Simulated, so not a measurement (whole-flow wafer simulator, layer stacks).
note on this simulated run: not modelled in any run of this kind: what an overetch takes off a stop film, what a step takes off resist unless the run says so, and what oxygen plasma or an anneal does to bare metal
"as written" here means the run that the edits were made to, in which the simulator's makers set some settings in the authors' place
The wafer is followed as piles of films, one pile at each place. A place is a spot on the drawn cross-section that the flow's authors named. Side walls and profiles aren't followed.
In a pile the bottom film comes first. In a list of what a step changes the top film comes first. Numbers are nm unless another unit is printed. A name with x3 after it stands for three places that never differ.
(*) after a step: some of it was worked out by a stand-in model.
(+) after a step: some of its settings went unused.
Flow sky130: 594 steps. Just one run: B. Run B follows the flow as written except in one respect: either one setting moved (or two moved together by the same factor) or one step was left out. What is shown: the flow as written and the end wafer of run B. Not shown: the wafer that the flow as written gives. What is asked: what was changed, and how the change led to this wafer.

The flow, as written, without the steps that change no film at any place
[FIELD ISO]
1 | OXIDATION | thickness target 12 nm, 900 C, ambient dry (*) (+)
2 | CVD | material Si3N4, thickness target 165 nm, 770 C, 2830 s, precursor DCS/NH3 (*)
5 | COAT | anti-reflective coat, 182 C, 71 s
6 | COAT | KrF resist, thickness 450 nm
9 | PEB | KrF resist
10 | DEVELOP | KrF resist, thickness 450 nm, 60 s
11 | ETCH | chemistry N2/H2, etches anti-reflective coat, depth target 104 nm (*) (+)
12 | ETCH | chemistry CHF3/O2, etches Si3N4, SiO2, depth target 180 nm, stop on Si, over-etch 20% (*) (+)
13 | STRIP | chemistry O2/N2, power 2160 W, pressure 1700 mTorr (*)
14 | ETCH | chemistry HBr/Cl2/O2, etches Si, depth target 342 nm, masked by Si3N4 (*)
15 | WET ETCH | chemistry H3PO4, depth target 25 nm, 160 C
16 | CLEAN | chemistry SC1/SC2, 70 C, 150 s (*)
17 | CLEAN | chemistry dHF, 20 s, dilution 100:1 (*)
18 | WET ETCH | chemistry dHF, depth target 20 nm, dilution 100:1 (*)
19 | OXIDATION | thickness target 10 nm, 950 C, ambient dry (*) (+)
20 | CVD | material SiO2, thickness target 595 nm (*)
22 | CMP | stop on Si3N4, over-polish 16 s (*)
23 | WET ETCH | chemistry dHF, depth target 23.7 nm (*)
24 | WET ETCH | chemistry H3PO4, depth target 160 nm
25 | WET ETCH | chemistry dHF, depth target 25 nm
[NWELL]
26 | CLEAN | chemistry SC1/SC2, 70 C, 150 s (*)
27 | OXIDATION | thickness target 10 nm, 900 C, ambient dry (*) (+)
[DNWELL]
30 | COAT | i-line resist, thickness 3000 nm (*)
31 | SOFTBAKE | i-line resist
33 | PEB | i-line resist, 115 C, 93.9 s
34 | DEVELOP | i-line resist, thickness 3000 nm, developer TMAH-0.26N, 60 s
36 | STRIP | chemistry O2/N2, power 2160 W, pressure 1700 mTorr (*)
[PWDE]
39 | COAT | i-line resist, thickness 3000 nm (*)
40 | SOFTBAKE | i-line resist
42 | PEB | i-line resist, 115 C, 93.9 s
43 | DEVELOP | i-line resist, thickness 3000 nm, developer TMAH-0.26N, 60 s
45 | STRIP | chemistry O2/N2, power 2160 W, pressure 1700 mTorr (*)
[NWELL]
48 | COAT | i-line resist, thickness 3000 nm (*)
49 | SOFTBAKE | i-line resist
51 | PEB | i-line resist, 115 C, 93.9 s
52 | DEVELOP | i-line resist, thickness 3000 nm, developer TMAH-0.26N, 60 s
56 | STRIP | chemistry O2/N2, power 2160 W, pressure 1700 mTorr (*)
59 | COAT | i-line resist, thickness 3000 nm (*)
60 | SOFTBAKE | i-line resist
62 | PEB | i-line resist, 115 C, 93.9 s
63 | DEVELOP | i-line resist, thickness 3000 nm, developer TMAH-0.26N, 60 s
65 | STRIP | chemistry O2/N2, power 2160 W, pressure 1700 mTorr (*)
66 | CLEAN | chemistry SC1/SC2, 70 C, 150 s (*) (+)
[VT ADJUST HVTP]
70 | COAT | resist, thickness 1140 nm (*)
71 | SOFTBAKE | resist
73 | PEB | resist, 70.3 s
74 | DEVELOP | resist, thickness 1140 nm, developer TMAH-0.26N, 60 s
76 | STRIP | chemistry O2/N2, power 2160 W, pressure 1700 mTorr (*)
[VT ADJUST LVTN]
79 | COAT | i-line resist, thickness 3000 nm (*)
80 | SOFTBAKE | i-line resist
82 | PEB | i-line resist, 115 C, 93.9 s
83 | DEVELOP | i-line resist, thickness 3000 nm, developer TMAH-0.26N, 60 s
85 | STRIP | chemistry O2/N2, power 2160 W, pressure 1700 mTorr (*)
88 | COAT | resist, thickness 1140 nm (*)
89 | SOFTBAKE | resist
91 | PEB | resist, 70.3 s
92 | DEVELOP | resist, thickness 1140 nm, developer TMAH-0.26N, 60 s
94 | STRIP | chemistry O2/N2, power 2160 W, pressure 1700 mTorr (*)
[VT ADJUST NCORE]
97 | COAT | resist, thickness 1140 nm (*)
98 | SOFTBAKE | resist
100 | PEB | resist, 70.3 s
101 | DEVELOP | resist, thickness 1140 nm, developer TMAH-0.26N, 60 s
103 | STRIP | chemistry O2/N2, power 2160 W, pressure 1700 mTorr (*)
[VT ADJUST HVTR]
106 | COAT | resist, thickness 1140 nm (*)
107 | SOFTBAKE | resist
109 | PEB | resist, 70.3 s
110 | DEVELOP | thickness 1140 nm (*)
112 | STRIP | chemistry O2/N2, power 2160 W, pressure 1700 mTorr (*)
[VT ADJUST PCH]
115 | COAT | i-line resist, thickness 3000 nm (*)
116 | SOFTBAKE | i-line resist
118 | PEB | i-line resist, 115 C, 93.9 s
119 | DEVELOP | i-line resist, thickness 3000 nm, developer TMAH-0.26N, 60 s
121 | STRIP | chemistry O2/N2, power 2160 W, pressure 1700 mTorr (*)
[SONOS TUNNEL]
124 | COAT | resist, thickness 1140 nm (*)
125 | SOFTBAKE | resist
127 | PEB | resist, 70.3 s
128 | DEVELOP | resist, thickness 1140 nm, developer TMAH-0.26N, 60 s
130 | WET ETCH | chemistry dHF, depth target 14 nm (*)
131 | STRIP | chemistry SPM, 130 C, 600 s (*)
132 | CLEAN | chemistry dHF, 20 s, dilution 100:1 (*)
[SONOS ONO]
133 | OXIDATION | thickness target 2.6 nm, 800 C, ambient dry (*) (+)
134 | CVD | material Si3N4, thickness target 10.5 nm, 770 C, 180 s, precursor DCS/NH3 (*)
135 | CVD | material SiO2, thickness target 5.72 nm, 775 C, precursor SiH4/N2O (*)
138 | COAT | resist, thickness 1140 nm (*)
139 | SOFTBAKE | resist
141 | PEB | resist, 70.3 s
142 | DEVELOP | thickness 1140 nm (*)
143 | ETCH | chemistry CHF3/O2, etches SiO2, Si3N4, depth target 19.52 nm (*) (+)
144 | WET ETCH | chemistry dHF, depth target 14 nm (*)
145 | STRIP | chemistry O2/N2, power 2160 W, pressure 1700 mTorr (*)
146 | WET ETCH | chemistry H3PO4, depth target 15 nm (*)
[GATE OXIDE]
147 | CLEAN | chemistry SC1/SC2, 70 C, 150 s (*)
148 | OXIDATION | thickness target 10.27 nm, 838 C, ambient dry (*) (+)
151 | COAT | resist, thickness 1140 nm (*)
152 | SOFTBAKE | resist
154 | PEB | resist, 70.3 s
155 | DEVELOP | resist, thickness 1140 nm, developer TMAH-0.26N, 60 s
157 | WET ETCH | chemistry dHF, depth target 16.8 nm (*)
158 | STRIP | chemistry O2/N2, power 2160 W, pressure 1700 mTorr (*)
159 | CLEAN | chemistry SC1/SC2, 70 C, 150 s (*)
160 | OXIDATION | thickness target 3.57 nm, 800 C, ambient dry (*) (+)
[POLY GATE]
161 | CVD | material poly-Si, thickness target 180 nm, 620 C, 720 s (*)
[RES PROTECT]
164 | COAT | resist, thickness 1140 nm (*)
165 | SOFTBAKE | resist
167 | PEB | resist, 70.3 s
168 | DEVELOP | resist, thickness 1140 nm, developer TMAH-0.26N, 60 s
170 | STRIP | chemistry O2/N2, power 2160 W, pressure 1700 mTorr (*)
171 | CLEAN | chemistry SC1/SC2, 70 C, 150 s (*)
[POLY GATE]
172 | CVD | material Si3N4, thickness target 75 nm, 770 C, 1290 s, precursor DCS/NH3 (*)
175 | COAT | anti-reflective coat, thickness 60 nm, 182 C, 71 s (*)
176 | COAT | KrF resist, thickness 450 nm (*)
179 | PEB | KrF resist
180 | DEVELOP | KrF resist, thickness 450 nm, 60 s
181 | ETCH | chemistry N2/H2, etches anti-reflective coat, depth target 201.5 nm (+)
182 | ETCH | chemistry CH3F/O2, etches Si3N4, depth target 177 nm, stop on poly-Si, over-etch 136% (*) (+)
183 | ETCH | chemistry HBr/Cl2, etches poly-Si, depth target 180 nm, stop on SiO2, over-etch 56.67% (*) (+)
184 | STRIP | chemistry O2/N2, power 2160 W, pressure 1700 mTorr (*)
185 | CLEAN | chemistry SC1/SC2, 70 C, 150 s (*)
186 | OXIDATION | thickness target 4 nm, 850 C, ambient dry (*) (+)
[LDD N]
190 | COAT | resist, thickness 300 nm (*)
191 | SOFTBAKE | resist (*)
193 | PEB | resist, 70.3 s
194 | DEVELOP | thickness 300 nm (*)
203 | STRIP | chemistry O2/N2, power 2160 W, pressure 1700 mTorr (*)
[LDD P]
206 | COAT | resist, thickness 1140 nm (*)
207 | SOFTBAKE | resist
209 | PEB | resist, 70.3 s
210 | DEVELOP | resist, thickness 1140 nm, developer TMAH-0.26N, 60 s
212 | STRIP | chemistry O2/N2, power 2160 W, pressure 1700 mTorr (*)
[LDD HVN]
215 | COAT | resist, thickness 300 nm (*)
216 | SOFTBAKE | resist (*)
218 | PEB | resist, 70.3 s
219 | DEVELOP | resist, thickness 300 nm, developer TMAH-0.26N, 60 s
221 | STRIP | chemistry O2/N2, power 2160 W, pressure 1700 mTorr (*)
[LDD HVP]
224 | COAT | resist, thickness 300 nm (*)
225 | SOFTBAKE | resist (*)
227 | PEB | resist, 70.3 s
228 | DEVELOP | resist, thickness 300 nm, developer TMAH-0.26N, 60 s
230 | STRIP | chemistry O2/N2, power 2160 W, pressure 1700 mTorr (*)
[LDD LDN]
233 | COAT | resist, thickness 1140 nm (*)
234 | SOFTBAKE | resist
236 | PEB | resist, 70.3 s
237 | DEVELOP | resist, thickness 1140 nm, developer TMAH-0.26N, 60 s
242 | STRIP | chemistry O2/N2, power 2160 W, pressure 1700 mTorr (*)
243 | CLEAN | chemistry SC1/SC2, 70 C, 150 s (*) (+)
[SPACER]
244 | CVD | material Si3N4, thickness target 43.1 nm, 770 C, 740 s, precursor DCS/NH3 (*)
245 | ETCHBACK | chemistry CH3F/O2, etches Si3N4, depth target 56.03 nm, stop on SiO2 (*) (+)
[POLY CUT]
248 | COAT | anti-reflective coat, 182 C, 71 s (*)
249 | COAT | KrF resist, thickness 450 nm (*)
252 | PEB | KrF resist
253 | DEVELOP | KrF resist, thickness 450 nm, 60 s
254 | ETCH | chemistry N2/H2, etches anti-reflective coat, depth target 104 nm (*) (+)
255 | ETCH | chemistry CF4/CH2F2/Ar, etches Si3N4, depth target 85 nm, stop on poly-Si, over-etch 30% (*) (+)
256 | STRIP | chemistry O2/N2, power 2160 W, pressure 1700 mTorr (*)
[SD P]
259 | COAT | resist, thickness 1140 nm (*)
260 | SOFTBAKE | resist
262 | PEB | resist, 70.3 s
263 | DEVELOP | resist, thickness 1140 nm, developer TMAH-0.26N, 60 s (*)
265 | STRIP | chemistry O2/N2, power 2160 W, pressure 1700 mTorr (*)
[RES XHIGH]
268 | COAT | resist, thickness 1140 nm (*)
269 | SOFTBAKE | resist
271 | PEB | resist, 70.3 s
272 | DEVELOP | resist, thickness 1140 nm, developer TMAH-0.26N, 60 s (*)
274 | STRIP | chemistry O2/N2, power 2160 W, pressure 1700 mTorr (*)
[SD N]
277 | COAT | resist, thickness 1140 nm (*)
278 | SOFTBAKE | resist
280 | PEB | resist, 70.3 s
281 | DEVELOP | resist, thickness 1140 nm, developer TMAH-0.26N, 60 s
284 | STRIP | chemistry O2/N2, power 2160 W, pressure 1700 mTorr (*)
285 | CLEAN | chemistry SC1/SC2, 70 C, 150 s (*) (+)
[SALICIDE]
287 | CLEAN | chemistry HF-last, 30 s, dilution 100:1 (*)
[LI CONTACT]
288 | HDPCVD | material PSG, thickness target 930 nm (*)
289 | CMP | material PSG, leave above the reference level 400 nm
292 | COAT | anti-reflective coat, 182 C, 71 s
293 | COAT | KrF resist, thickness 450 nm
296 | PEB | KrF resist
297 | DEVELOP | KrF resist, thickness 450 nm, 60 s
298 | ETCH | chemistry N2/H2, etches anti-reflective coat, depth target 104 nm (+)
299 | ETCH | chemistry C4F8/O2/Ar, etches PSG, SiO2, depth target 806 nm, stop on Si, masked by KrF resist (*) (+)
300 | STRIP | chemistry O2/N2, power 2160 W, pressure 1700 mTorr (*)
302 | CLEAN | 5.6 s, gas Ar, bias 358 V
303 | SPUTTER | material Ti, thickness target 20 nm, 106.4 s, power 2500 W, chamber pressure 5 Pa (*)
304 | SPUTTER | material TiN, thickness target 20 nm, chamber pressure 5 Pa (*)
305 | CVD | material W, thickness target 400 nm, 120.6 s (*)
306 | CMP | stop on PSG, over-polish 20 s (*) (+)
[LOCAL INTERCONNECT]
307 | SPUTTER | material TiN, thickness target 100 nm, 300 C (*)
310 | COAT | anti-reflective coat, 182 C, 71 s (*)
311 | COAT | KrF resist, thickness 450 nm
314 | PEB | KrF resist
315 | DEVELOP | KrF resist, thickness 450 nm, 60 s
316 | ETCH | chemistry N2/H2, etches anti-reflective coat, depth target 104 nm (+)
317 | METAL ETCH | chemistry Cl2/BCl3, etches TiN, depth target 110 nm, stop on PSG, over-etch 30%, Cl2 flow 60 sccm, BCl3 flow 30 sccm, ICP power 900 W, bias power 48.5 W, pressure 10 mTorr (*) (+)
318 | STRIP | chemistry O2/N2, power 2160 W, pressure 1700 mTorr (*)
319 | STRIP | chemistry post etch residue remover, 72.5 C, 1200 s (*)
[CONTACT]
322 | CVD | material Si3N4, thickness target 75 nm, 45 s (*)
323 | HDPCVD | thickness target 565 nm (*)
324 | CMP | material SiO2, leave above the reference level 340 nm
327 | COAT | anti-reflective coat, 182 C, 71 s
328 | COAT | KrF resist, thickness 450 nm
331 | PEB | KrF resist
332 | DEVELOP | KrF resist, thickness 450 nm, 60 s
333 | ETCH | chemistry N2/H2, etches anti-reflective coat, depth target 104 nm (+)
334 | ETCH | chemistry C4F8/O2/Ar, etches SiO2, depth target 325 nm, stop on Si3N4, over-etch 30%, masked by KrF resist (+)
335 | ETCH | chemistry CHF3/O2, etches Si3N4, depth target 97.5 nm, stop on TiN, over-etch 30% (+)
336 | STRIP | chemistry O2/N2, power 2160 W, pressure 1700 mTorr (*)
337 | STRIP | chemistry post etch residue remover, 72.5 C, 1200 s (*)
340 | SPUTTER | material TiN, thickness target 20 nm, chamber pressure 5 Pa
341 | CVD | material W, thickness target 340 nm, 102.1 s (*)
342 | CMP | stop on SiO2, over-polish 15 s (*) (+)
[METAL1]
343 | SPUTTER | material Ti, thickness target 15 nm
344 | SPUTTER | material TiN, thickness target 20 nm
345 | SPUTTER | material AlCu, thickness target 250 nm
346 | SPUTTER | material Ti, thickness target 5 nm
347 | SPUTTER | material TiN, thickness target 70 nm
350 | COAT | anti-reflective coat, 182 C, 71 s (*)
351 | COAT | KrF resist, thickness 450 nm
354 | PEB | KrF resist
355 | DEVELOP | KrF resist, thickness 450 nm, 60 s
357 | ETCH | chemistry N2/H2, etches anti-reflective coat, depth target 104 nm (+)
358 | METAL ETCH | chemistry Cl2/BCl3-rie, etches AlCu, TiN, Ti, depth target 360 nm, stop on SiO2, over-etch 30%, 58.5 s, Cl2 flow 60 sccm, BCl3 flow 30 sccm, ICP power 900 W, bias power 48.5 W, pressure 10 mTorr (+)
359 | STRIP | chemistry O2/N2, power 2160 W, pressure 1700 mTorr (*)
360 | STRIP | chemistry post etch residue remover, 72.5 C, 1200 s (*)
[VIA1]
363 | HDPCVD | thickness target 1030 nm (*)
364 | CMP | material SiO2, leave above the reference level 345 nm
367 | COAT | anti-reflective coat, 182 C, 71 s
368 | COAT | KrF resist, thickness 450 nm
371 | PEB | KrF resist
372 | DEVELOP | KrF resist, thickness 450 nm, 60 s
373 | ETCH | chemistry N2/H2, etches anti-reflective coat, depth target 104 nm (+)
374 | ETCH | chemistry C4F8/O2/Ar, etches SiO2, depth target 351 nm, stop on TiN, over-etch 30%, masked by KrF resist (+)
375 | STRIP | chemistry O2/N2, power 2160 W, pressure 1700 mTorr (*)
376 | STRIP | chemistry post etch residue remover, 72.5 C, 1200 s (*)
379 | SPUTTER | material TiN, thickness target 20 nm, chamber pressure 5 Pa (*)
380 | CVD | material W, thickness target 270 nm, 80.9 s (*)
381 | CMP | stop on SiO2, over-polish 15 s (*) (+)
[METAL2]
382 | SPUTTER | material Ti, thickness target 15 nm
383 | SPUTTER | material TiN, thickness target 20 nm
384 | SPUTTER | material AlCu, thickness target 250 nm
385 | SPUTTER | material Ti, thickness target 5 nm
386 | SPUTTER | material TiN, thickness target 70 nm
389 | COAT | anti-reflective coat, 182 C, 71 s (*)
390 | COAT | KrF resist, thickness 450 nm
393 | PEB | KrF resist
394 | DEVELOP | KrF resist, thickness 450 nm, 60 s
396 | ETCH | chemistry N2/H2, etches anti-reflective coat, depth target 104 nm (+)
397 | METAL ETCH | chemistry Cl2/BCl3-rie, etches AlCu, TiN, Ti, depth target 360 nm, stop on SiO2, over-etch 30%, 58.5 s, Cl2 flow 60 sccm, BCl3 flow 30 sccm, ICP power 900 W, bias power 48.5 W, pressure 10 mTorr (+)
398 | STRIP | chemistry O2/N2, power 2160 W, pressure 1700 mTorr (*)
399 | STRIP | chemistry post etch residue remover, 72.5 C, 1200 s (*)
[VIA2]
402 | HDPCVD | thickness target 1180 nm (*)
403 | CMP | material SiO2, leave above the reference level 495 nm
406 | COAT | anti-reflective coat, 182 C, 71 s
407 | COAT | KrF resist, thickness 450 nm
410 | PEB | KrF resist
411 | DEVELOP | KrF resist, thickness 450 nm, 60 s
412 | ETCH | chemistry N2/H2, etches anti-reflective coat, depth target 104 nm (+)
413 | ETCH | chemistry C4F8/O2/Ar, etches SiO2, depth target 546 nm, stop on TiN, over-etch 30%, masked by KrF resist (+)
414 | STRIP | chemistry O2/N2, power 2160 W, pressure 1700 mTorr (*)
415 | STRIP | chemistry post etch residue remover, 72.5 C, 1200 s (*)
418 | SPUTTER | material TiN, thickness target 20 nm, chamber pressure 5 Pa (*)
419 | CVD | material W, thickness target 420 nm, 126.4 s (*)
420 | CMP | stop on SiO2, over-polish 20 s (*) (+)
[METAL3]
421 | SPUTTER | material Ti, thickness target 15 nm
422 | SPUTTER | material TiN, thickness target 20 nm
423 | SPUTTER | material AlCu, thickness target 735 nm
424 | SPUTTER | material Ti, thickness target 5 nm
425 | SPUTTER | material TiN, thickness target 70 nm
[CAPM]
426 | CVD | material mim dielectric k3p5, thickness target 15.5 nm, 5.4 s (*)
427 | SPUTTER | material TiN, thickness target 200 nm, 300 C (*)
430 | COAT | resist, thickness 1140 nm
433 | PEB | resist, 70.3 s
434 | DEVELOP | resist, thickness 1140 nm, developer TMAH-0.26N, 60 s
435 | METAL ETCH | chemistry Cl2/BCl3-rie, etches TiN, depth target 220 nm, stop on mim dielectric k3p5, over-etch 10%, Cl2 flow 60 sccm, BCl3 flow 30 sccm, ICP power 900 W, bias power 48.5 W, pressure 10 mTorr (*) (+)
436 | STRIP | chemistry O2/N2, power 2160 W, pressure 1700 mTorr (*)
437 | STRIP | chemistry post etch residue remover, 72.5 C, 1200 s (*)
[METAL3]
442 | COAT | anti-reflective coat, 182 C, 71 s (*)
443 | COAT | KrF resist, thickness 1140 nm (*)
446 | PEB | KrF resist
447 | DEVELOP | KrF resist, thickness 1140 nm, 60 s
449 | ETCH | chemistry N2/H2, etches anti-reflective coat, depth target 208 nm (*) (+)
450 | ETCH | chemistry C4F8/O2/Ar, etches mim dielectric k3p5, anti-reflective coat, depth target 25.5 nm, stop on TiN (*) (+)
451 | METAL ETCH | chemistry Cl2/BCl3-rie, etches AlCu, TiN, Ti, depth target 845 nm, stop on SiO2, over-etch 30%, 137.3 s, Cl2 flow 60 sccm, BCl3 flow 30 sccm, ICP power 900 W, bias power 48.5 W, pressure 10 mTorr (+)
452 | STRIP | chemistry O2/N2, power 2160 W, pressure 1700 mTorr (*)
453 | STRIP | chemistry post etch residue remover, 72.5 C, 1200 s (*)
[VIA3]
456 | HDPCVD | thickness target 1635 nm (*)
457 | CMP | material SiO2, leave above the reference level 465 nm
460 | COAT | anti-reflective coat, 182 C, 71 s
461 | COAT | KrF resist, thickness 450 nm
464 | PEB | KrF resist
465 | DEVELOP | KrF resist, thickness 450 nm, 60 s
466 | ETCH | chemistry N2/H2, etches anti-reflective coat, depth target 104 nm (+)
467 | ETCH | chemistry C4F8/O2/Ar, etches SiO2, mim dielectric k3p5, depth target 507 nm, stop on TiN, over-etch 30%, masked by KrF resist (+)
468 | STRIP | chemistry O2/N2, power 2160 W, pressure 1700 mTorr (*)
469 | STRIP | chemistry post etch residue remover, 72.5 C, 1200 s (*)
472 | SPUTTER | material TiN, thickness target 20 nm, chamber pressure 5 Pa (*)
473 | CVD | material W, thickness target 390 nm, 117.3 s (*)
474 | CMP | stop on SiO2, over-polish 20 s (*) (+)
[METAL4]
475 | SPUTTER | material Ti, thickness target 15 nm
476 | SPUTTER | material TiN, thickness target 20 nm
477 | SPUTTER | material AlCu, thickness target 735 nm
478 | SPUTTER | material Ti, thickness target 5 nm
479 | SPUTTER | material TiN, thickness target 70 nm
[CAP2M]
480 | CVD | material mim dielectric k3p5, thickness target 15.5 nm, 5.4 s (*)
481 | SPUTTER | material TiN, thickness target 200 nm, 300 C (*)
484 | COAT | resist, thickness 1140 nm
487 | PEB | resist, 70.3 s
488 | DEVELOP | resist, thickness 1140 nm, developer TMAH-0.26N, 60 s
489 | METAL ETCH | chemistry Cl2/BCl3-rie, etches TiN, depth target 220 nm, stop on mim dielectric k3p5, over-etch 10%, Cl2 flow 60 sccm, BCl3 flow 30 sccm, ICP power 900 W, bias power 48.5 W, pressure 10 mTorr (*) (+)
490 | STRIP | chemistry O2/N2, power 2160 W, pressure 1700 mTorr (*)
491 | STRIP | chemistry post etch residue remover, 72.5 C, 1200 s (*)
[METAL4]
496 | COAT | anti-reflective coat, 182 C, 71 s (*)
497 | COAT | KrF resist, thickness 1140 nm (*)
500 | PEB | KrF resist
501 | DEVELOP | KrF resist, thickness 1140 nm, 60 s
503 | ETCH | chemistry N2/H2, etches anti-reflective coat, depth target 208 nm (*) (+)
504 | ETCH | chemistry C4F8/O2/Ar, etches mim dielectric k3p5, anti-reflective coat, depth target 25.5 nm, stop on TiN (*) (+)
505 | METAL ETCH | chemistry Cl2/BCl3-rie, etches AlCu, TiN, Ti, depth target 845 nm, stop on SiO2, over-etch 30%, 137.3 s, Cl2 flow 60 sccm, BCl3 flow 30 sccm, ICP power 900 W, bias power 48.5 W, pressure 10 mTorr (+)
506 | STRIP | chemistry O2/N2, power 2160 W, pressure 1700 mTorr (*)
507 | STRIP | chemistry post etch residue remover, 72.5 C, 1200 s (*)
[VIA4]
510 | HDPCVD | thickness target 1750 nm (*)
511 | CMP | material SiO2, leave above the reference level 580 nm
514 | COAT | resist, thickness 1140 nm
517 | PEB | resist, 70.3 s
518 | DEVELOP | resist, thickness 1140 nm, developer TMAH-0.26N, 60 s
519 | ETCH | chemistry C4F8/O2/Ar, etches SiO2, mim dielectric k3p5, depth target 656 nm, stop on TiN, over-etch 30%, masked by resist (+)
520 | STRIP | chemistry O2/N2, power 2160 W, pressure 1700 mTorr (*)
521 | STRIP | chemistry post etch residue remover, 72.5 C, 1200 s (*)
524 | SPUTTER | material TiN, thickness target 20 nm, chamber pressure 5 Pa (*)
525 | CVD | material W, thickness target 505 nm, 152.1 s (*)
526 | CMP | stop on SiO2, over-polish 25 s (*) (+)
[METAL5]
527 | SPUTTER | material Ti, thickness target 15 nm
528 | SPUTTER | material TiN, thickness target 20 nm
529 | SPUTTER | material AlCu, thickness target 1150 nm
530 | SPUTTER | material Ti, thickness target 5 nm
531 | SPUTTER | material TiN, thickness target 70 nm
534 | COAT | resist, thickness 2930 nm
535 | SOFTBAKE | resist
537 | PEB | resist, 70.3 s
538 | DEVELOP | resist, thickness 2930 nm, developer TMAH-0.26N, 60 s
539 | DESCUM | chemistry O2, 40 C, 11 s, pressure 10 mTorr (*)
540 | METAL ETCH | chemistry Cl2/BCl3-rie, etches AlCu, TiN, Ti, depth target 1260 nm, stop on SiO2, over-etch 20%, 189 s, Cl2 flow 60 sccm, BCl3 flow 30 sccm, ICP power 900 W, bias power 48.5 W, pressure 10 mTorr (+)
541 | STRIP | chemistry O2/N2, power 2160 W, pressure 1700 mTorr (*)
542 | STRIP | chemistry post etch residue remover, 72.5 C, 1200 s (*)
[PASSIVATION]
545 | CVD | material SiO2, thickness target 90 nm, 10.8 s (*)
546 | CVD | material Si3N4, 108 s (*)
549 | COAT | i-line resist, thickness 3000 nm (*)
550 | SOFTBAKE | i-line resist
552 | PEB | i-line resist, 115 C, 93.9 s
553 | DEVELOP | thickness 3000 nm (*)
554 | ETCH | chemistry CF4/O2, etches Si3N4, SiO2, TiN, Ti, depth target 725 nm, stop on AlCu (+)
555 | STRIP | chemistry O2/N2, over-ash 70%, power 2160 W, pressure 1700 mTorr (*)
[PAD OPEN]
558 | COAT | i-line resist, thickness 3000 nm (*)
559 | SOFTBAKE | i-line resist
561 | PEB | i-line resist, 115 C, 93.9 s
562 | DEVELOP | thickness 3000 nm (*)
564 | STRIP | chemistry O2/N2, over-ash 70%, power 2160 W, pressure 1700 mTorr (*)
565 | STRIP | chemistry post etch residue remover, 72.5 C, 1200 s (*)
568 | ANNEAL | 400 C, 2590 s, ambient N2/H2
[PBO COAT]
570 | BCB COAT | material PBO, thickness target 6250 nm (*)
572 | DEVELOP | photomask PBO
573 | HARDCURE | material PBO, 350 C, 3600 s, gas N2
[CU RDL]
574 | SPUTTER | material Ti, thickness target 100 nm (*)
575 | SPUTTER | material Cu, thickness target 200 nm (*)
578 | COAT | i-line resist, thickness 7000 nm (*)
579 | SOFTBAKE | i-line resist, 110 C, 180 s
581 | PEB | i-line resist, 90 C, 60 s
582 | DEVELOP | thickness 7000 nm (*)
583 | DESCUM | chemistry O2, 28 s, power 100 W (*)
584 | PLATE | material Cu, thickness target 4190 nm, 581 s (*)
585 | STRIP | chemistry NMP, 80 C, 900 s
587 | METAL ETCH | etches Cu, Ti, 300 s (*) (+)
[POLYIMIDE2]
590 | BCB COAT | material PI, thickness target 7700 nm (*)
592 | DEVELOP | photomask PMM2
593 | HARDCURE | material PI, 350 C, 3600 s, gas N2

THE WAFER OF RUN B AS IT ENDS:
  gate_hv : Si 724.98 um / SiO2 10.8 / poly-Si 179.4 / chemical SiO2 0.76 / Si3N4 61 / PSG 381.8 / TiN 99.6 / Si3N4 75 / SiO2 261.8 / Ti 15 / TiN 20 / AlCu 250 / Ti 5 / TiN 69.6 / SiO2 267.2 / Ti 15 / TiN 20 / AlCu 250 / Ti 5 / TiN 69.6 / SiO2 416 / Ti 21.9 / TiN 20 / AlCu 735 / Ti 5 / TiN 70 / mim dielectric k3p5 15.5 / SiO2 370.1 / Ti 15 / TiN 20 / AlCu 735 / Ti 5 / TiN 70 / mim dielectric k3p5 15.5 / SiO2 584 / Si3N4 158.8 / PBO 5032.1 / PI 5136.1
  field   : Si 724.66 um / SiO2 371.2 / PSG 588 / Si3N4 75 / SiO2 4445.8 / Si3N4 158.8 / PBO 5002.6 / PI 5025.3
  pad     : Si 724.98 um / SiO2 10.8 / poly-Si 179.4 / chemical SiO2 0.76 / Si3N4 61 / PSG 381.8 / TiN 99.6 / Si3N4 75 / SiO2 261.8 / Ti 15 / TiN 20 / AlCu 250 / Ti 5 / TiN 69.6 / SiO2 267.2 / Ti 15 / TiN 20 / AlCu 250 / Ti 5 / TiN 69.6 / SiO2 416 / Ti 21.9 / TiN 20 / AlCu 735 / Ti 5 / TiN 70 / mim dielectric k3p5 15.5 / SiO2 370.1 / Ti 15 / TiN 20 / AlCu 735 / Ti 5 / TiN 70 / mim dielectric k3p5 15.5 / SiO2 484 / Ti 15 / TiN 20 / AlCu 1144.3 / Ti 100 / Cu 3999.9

What caused this: step 421, SPUTTER: thickness target 21.9 nm was run, though the flow has thickness target 15 nm.
One can read it off the wafer: gate_hv has Ti 21.9, and step 421 as written asks for 15 nm.

The path from the change to this, step by step:
  421 | SPUTTER | material Ti, thickness target 15 nm
      field, active, n_well and 188 more: Ti gains 21.9 (new film) (it would be, as written: Ti gains 15 (new film))
  451 | METAL ETCH | chemistry Cl2/BCl3-rie, etches AlCu, TiN, Ti, depth target 845 nm, stop on SiO2, over-etch 30%, 137.3 s, Cl2 flow 60 sccm, BCl3 flow 30 sccm, ICP power 900 W, bias power 48.5 W, pressure 10 mTorr (+)
      field, gate, spacer and 68 more: TiN loses 70 (all of it), Ti loses 5 (all of it), AlCu loses 735 (all of it), TiN loses 20 (all of it), Ti loses 21.9 (all of it), SiO2 loses 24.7 (it would be, as written: TiN loses 70 (all of it), Ti loses 5 (all of it), AlCu loses 735 (all of it), TiN loses 20 (all of it), Ti loses 15 (all of it), SiO2 loses 25.4)
      active, vpp_ln, vpp_iso2 and 11 more: TiN loses 70 (all of it), Ti loses 5 (all of it), AlCu loses 735 (all of it), TiN loses 20 (all of it), Ti loses 21.9 (all of it), SiO2 loses 24.7 (it would be, as written: TiN loses 70 (all of it), Ti loses 5 (all of it), AlCu loses 735 (all of it), TiN loses 20 (all of it), Ti loses 15 (all of it), SiO2 loses 25.3)
